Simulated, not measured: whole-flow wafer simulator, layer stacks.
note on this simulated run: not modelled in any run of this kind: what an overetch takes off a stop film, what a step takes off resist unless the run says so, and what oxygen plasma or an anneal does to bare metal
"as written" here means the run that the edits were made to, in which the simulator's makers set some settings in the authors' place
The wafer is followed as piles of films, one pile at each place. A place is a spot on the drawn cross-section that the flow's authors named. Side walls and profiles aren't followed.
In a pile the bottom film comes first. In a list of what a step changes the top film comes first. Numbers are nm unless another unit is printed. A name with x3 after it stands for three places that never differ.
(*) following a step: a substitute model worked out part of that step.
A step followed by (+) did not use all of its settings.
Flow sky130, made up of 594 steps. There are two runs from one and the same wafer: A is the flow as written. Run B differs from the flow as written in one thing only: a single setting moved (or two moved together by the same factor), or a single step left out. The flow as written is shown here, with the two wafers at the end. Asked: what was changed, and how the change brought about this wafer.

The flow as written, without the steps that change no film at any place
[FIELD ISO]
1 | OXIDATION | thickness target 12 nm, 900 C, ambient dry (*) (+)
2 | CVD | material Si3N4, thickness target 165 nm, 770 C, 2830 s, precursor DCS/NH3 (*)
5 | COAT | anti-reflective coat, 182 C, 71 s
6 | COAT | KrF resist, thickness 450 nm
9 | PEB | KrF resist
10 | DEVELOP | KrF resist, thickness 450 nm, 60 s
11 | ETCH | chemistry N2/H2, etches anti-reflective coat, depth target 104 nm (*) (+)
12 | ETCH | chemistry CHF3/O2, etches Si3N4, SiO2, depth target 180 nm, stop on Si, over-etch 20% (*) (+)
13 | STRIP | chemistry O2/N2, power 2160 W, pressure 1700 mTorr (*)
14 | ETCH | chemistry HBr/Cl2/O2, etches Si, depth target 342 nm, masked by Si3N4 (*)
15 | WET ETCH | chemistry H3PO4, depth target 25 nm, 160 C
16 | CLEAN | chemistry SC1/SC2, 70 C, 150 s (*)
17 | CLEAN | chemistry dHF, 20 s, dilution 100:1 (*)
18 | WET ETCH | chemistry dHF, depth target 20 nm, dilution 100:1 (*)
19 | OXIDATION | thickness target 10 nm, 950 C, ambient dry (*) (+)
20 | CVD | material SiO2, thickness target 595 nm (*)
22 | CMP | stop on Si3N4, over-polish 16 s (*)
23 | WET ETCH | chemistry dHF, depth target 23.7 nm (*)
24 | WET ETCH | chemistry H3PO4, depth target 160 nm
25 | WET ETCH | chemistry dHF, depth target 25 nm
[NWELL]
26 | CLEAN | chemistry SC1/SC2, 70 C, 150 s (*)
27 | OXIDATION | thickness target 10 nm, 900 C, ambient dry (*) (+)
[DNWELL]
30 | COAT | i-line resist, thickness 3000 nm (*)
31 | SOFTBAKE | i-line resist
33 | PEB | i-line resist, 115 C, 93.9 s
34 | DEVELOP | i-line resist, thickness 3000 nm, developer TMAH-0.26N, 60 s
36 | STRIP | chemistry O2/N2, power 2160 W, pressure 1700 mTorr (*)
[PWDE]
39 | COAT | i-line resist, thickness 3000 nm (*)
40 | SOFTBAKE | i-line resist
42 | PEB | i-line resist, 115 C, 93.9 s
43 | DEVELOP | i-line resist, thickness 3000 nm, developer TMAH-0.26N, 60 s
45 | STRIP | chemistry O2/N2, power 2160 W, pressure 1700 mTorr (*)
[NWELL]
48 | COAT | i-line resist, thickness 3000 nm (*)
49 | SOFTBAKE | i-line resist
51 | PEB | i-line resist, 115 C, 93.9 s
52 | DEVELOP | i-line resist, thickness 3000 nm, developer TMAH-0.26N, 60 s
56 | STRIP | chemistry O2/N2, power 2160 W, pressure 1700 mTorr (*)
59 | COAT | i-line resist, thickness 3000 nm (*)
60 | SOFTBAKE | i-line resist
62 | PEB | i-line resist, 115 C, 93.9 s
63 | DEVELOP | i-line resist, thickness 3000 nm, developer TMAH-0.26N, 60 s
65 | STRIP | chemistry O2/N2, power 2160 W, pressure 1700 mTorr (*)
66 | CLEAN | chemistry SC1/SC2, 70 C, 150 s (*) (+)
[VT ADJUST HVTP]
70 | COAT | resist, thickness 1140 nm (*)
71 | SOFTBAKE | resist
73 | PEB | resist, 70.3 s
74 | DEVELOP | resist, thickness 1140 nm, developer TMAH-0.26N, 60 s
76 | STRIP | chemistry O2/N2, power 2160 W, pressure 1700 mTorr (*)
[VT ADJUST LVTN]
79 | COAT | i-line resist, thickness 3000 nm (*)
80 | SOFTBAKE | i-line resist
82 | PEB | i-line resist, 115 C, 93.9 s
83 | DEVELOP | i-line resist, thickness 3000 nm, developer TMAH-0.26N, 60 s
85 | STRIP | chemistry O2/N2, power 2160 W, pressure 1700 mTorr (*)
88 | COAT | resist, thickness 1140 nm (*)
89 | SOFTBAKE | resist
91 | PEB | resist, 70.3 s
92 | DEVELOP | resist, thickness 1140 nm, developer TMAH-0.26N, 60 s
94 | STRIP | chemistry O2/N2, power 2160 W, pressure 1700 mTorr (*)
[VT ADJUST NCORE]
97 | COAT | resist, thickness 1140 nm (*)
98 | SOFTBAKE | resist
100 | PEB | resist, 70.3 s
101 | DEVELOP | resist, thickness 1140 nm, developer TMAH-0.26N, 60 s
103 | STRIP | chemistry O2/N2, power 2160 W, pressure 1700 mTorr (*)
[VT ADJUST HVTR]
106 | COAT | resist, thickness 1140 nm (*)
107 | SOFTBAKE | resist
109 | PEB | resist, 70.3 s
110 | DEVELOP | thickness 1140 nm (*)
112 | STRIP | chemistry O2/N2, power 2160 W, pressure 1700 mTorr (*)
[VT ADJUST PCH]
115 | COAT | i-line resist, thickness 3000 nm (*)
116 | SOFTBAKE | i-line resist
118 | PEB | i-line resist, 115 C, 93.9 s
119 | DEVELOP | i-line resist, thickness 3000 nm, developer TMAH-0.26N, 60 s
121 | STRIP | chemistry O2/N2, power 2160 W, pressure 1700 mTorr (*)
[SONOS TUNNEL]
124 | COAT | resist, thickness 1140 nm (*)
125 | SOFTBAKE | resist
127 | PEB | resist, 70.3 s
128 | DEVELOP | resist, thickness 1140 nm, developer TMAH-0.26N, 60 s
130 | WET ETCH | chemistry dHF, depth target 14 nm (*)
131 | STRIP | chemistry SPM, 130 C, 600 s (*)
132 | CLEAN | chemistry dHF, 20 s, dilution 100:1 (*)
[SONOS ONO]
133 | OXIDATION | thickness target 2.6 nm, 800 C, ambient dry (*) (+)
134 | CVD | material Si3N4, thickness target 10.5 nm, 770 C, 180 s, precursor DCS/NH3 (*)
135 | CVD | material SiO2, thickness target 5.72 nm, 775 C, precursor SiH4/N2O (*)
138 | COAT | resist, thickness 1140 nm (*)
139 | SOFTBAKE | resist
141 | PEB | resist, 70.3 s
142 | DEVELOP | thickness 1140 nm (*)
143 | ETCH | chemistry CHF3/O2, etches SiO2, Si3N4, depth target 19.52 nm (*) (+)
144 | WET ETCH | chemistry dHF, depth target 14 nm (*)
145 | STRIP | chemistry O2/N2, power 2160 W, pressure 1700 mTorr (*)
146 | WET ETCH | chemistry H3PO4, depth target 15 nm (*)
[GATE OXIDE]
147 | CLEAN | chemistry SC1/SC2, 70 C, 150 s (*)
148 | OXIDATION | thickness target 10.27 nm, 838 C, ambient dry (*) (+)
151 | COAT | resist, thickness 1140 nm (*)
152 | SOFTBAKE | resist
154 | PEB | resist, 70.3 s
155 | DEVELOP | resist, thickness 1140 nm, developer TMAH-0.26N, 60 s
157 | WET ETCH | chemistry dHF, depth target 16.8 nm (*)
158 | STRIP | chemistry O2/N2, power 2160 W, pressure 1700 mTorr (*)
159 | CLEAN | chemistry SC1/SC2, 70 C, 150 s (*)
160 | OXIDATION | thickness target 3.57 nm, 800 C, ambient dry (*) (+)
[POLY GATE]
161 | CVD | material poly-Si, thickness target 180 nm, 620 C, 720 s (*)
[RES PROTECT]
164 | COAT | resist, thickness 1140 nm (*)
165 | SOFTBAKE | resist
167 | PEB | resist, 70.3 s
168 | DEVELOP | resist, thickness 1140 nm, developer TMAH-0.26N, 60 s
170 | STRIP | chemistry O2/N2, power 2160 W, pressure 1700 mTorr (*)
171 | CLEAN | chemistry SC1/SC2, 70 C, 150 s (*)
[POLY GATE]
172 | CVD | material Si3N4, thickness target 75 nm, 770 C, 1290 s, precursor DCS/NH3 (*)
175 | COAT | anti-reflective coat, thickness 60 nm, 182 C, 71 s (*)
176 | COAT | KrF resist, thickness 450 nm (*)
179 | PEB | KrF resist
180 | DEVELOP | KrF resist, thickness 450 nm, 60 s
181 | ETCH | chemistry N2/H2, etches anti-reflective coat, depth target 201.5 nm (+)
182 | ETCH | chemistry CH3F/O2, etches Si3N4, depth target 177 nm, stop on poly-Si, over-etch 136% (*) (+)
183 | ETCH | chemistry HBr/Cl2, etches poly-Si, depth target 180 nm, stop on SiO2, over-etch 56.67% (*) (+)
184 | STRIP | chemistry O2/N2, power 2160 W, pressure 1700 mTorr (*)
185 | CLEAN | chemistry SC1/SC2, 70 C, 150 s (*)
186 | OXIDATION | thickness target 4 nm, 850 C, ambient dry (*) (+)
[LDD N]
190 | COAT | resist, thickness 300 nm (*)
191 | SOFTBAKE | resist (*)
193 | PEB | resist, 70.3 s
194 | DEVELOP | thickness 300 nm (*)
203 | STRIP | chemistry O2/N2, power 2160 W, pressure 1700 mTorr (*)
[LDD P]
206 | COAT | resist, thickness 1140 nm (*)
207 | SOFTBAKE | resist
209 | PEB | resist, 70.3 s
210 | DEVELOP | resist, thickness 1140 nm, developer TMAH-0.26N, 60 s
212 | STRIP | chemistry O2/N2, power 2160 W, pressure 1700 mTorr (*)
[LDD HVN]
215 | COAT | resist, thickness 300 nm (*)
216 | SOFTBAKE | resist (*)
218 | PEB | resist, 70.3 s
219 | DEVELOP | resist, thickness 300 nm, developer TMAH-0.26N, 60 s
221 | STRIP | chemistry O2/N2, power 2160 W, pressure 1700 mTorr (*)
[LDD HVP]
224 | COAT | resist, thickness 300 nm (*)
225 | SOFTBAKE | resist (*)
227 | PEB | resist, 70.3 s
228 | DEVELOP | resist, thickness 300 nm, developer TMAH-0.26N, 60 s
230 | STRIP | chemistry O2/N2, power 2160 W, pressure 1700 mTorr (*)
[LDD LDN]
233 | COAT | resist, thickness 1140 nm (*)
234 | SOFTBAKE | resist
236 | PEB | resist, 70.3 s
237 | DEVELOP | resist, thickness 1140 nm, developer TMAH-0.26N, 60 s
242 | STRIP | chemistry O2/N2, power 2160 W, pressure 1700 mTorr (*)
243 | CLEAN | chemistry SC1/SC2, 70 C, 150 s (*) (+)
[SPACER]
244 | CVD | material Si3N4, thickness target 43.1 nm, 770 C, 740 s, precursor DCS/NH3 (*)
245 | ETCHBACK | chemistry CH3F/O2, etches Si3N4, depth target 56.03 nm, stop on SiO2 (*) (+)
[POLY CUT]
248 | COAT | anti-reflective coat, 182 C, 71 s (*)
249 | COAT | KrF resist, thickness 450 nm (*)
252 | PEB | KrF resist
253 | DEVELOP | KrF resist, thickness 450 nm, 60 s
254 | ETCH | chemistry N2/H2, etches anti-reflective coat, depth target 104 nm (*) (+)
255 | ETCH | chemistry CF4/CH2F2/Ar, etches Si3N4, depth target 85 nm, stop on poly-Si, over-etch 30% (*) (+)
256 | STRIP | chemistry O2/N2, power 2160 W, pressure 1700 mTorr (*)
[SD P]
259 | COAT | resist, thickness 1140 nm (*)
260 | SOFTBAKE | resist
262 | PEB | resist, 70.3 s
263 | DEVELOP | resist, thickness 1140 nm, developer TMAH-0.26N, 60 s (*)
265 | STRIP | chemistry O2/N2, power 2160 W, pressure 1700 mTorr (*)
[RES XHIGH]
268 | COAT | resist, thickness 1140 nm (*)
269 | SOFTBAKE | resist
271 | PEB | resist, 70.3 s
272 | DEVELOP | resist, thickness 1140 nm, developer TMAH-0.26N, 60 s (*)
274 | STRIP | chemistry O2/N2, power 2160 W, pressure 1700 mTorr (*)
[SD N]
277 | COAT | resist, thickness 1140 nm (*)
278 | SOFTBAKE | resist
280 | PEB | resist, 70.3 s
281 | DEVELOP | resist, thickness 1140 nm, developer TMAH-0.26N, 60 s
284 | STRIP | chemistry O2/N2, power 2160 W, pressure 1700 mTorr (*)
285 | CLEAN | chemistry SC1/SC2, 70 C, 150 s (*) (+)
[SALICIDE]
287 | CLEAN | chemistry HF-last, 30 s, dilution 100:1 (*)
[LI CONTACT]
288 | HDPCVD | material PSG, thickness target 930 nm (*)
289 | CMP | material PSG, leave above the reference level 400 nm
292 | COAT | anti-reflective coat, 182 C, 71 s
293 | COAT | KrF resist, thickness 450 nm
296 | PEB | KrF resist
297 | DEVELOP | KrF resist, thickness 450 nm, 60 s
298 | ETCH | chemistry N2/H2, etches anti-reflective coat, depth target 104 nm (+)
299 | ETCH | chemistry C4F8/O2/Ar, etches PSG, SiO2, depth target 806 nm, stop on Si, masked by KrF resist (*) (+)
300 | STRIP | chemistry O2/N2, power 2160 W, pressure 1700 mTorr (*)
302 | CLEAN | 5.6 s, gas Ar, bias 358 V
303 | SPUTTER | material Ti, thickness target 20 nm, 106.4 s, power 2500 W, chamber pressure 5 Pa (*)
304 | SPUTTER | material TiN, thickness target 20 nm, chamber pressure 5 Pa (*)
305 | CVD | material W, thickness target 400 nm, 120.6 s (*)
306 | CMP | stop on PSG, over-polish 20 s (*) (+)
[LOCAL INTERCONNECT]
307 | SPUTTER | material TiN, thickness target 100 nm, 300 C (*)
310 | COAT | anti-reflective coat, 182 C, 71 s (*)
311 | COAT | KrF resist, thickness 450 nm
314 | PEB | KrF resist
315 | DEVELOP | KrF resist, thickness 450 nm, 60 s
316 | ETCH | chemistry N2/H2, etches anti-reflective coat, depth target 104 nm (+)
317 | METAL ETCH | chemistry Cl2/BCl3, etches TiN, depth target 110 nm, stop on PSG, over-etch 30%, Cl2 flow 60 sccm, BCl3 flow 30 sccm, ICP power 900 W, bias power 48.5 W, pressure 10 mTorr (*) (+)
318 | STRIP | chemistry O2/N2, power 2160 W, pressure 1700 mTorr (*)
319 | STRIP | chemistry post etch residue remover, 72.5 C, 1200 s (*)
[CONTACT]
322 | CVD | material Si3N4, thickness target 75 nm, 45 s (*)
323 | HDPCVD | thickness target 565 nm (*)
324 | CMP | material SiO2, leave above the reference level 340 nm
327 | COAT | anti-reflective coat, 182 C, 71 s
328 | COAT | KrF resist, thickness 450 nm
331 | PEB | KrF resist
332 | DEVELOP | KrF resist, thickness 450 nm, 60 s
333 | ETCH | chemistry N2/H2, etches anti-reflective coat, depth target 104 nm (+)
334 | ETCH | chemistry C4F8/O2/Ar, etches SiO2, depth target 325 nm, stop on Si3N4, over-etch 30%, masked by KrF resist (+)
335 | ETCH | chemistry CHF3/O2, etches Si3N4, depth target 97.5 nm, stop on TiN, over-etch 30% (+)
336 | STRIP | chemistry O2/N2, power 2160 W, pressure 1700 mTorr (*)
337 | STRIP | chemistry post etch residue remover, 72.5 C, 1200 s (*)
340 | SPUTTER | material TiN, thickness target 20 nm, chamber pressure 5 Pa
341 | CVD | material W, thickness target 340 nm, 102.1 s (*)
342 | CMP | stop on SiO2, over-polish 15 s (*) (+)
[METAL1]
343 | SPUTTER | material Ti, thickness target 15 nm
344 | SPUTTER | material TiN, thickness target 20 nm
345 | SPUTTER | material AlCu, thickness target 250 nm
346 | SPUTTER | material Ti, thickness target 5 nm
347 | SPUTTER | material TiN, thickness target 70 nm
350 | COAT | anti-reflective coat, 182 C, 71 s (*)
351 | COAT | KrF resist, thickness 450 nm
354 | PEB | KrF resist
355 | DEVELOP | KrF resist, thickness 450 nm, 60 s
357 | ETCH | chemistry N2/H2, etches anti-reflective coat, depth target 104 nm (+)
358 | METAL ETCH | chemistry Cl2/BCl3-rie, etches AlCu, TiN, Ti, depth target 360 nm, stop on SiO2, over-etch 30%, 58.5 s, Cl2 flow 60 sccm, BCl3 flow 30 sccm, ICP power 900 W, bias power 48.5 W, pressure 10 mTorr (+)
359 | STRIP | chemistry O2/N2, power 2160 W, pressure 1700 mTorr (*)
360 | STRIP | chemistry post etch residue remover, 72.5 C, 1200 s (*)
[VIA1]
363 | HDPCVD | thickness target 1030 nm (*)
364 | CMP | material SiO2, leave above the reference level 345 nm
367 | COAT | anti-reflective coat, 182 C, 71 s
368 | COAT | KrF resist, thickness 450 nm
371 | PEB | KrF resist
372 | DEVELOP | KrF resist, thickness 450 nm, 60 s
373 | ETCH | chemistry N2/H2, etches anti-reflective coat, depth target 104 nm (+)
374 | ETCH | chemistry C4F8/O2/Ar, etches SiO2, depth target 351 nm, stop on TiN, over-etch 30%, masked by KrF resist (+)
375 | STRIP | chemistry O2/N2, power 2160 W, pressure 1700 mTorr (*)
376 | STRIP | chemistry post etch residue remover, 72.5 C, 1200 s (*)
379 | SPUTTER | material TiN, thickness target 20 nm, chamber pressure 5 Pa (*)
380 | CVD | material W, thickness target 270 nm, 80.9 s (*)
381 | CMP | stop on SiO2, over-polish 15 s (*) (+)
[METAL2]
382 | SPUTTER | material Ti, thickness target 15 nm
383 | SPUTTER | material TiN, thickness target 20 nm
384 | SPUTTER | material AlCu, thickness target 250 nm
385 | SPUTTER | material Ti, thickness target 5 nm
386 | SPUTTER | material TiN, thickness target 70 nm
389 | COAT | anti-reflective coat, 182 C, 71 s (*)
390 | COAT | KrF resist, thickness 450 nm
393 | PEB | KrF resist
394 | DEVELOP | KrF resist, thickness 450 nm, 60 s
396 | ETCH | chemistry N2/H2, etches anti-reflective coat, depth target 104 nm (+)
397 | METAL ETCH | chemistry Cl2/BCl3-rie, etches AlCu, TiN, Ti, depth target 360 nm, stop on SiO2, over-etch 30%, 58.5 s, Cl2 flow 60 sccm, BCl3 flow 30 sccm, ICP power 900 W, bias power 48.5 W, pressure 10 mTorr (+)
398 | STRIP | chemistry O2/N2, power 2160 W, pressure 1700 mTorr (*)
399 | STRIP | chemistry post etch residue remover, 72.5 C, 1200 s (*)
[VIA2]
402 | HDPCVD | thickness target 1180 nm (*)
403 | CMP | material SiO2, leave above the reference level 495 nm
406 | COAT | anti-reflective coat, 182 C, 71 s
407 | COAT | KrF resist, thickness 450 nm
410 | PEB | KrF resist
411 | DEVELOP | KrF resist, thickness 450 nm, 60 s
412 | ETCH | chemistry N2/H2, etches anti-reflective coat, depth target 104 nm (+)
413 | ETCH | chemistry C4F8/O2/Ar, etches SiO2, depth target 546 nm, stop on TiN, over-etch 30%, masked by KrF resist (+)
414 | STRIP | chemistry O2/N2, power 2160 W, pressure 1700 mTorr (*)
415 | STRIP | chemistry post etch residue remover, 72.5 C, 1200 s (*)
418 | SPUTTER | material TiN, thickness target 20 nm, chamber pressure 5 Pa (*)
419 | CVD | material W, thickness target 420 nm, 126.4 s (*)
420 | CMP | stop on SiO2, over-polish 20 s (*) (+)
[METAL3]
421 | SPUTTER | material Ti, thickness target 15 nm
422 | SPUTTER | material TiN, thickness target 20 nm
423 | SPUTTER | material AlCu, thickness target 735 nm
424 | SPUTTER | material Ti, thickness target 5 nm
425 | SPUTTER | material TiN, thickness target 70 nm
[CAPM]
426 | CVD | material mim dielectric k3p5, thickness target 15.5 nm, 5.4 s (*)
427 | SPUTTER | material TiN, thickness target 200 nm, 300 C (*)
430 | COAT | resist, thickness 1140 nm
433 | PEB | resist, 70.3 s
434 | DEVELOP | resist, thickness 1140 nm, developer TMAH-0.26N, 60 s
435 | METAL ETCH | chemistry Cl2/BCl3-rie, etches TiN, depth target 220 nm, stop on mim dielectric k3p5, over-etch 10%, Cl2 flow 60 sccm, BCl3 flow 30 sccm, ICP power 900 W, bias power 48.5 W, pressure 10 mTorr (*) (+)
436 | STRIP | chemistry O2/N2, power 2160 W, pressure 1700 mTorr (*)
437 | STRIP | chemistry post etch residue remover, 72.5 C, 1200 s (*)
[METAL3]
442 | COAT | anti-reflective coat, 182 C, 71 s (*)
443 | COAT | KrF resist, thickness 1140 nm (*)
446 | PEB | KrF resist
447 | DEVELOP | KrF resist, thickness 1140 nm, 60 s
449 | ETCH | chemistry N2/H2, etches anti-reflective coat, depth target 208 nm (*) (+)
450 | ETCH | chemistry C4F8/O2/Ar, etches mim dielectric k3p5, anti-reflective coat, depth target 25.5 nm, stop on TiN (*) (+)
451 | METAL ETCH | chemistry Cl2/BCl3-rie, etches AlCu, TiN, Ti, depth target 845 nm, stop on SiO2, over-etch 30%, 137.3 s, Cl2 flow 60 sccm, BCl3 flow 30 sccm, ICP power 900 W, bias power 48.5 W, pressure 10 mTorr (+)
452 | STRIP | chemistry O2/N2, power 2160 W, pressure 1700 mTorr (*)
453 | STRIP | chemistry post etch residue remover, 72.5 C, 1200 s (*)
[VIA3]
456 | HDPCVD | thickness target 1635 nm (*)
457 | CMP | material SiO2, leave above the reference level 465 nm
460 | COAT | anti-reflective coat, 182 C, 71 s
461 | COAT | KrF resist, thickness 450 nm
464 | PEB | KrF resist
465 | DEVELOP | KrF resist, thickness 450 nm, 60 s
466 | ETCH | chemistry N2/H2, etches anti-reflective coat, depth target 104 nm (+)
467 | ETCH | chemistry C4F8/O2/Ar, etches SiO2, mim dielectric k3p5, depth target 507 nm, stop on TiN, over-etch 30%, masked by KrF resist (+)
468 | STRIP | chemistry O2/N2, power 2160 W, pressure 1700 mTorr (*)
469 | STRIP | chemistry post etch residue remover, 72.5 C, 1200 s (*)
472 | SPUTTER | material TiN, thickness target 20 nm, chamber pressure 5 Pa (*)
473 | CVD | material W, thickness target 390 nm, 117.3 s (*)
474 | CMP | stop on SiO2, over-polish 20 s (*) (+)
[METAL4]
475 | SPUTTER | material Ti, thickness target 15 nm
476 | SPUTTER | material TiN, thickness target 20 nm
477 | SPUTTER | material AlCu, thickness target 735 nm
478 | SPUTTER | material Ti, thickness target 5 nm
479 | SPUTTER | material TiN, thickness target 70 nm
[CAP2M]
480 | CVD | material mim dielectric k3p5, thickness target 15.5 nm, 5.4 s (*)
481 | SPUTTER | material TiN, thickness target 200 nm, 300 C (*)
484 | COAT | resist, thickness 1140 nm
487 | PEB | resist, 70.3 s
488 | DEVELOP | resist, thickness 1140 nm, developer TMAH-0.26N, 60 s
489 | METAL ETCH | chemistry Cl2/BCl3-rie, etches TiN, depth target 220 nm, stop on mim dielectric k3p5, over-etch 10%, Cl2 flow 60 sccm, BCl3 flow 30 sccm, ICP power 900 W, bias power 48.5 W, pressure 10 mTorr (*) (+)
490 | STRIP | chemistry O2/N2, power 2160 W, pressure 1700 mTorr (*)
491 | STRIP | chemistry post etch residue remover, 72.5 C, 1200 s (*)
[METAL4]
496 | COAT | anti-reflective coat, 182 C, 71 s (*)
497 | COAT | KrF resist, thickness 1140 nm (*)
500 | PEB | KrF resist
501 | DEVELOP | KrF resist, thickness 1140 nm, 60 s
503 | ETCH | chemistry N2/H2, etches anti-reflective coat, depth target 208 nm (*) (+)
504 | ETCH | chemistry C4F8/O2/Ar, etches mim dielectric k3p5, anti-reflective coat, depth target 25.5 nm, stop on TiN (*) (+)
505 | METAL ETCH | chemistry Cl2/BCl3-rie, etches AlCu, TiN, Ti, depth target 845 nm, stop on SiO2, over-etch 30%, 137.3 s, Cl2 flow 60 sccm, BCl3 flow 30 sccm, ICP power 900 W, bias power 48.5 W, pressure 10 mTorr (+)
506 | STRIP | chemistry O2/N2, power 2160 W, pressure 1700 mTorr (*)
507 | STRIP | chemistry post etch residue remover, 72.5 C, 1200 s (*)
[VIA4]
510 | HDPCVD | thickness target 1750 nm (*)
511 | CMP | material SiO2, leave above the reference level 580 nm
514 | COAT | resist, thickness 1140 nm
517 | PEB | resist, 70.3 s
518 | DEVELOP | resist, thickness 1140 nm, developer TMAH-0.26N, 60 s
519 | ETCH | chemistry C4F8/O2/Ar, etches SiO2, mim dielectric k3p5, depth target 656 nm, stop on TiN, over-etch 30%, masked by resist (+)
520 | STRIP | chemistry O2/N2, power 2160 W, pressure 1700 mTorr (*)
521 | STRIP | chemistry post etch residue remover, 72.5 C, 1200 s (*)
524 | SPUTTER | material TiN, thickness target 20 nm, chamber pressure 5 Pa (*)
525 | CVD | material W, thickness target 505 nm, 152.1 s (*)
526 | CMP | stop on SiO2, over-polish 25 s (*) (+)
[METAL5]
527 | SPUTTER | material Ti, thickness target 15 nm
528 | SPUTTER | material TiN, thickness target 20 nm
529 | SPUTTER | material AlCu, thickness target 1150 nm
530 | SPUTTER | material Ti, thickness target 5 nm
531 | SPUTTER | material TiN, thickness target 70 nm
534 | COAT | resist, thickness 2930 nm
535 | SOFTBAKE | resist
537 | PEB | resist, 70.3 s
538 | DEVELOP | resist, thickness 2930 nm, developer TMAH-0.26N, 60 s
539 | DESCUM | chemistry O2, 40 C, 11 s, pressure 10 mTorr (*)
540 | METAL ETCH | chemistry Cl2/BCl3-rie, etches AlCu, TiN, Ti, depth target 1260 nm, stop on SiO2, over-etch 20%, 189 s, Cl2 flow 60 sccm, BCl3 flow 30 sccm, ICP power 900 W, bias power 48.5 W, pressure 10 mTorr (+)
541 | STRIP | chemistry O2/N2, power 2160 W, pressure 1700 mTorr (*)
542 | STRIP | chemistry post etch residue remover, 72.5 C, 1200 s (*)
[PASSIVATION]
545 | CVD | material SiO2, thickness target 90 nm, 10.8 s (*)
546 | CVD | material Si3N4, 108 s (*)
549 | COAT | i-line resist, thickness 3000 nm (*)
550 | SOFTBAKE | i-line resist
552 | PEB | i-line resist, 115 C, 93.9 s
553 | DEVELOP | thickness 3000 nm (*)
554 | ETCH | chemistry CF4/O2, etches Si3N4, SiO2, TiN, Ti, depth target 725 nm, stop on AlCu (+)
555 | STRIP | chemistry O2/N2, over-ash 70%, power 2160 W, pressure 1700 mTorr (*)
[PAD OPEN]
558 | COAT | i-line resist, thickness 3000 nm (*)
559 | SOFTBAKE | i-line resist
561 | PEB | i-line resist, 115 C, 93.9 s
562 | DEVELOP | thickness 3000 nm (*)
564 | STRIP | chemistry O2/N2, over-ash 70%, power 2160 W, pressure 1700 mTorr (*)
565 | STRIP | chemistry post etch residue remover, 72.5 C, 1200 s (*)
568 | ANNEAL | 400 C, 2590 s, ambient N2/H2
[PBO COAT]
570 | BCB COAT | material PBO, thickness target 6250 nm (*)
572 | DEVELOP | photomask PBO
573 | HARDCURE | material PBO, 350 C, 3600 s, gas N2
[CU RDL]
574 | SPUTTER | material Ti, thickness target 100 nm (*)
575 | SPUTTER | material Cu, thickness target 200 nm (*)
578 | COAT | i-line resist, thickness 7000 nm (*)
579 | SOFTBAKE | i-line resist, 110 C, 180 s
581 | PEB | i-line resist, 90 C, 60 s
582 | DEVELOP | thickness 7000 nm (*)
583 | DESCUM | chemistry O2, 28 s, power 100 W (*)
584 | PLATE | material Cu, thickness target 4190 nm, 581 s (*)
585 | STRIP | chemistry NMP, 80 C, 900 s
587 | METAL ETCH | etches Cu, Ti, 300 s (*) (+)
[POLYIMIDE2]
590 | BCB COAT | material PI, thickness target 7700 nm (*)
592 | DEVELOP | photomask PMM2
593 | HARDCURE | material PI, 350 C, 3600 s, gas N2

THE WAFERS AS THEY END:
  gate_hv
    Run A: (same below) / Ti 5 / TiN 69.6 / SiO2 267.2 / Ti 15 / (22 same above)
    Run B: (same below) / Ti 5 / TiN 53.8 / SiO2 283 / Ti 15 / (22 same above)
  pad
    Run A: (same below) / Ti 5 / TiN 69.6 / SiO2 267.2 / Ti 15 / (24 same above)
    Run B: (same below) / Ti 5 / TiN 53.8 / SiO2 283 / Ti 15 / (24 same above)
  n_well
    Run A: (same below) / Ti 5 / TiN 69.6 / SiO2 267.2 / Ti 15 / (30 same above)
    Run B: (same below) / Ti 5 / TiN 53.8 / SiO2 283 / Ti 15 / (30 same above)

The reason: step 347, SPUTTER: thickness target 54.2 nm was run, while the flow as written has thickness target 70 nm.

Step by step, how the change led to this:
  347 | SPUTTER | material TiN, thickness target 70 nm
      field, active, n_well and 188 more: A TiN gains 70 (new film) | B TiN gains 54.2 (new film)
  358 | METAL ETCH | chemistry Cl2/BCl3-rie, etches AlCu, TiN, Ti, depth target 360 nm, stop on SiO2, over-etch 30%, 58.5 s, Cl2 flow 60 sccm, BCl3 flow 30 sccm, ICP power 900 W, bias power 48.5 W, pressure 10 mTorr (+)
      field, active, gate and 81 more: A TiN loses 68.7 (all of it), Ti loses 5 (all of it), AlCu loses 250 (all of it), TiN loses 20 (all of it), Ti loses 15 (all of it), SiO2 loses 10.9 | B TiN loses 52.9 (all of it), Ti loses 5 (all of it), AlCu loses 250 (all of it), TiN loses 20 (all of it), Ti loses 15 (all of it), SiO2 loses 12.5
  364 | CMP | material SiO2, leave above the reference level 345 nm
      n_well, p_well, gate_hv and 100 more: A SiO2 loses 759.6 | B SiO2 loses 743.8
      poly_licon, ndiff_licon, ndiff_licon_cpp, rpo_hd_licon: A SiO2 loses 759 | B SiO2 loses 743.2
  374 | ETCH | chemistry C4F8/O2/Ar, etches SiO2, depth target 351 nm, stop on TiN, over-etch 30%, masked by KrF resist (+)
      m1, via1_hole: A SiO2 loses 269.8 (all of it) | B SiO2 loses 285.6 (all of it)
  380 | CVD | material W, thickness target 270 nm, 80.9 s (*)
      m1, via1_hole: A W gains 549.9 (new film) | B W gains 566 (new film)
